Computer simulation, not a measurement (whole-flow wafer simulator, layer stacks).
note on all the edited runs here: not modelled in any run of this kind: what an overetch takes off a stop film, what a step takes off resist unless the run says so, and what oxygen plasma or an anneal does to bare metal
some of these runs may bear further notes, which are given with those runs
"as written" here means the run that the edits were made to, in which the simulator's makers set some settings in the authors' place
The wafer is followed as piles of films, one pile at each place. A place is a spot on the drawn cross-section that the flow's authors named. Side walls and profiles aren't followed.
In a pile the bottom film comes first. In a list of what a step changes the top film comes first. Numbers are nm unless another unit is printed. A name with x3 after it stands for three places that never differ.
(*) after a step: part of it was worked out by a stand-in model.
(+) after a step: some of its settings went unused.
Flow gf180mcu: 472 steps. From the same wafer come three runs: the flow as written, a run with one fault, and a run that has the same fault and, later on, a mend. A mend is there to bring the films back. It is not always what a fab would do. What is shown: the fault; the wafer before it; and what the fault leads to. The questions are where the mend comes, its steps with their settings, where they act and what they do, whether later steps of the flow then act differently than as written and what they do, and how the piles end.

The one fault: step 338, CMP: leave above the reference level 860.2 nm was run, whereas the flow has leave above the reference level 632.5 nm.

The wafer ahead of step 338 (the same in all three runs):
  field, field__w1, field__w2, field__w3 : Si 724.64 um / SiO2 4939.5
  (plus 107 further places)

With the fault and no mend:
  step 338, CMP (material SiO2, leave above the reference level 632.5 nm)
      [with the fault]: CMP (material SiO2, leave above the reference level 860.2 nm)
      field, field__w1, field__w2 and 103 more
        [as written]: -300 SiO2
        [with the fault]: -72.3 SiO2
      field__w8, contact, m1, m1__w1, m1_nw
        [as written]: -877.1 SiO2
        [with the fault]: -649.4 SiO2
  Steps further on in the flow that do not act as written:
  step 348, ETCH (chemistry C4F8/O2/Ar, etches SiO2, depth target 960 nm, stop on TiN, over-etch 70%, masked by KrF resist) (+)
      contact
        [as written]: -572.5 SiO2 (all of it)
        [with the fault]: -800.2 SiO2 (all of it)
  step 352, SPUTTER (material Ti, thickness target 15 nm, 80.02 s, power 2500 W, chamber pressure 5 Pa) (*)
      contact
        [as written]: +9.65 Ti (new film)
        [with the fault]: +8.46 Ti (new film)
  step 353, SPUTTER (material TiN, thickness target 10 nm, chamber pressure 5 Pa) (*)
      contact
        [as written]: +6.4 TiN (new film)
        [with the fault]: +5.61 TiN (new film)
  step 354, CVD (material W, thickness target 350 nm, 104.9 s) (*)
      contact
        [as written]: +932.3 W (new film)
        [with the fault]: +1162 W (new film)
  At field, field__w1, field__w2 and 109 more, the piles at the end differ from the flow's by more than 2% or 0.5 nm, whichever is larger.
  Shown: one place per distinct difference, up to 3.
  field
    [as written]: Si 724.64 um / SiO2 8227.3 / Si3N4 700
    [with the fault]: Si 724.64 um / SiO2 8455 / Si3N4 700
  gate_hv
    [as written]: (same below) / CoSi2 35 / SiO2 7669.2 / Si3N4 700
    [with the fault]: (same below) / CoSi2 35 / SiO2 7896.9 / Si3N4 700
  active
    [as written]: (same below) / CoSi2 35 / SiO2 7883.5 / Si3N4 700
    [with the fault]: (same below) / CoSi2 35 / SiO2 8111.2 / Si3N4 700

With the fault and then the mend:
  The mend follows step 346.
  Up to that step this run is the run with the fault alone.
  step 346a, STRIP (chemistry O2/N2, power 2160 W, pressure 1700 mTorr) (*)
      field, field__w1, field__w2 and 107 more
        -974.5 KrF resist (all of it), -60 anti-reflective coat (all of it)
      contact
        -60 anti-reflective coat (all of it)
  step 346b, CMP (material SiO2, leave above the reference level 632.5 nm) (the flow's step 338, run once more)
      field, field__w1, field__w2 and 108 more
        -227.7 SiO2
  step 346c, HMDS (120 C, 60 s) (the flow's step 340, run once more)
      does not change any film at any place that is followed
  step 346d, COAT (anti-reflective coat, thickness 60 nm, 182 C, 71 s) (the flow's step 341, run once more)
      field, field__w1, field__w2 and 108 more
        +60 anti-reflective coat (new film)
  step 346e, COAT (KrF resist, thickness 1000 nm) (the flow's step 342, run once more)
      field, field__w1, field__w2 and 108 more
        +1000 KrF resist (new film)
  step 346f, SOFTBAKE (KrF resist) (the flow's step 343, run once more)
      does not change any film at any place that is followed
  step 346g, EXPOSE (photomask Via3) (the flow's step 344, run once more)
      does not change any film at any place that is followed
  step 346h, PEB (KrF resist, 135 C, 90 s) (the flow's step 345, run once more)
      field, field__w1, field__w2 and 108 more
        -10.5 KrF resist
  step 346i, DEVELOP (KrF resist, thickness 1000 nm, 60 s) (the flow's step 346, run once more)
      field, field__w1, field__w2 and 107 more
        -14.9 KrF resist
      contact
        -989.5 KrF resist (all of it)
  Every later step of the flow that is run acts as written at every place that is followed.
  The piles end the same as the flow's at every place that both follow.
